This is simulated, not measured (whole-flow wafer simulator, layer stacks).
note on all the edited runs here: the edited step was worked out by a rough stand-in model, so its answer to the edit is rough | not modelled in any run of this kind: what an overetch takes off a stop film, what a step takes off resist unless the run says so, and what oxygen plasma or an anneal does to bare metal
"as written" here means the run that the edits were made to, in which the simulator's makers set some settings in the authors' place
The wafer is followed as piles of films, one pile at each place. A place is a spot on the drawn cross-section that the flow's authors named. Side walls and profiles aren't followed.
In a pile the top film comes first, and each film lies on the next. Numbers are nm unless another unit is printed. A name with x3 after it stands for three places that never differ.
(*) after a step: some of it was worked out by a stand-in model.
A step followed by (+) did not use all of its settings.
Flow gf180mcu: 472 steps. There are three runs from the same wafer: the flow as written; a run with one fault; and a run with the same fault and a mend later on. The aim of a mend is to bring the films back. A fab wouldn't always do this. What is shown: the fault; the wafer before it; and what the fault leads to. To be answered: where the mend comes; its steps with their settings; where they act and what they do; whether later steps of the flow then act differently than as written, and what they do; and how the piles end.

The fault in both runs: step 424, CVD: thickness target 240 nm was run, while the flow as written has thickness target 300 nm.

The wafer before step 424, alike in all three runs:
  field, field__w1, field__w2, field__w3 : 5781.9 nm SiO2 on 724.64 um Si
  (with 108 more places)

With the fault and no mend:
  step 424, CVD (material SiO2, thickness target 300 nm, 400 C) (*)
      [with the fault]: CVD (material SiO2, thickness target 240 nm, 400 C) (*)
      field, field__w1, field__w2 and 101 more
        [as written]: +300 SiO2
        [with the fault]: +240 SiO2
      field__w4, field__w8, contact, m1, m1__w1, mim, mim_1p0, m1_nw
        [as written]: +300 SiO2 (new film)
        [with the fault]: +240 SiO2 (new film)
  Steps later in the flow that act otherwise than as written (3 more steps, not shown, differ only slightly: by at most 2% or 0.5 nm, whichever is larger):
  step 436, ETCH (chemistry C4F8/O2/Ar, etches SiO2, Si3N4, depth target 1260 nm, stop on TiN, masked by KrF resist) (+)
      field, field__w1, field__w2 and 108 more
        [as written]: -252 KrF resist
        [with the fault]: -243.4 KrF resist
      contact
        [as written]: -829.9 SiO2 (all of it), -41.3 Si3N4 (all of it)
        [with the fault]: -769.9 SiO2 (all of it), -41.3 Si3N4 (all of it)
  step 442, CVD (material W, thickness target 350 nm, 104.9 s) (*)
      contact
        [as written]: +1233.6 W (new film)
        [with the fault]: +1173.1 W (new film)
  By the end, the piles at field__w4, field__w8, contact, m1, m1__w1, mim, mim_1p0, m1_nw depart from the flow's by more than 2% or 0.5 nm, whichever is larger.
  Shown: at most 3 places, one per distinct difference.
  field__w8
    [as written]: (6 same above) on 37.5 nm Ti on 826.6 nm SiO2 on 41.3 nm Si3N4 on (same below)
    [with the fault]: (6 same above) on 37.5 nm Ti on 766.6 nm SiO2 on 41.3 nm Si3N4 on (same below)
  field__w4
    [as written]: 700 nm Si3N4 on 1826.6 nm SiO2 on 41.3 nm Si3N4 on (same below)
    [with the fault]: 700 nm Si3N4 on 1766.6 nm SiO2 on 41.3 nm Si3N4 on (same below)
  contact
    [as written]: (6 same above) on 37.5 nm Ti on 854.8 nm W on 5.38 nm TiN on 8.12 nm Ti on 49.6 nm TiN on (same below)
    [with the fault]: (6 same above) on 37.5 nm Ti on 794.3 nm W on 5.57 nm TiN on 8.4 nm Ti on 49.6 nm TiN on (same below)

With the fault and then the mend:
  The mend stands after step 424.
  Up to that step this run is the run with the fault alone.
  step 424a, CVD (material SiO2, thickness target 60 nm, 400 C) (*) (the flow's step 424, run once more with other settings)
      field, field__w1, field__w2 and 109 more
        +60 SiO2
  Later steps of the flow that are run all act as written at every place that is followed.
  By the end, the piles equal the flow's at every place that both follow.
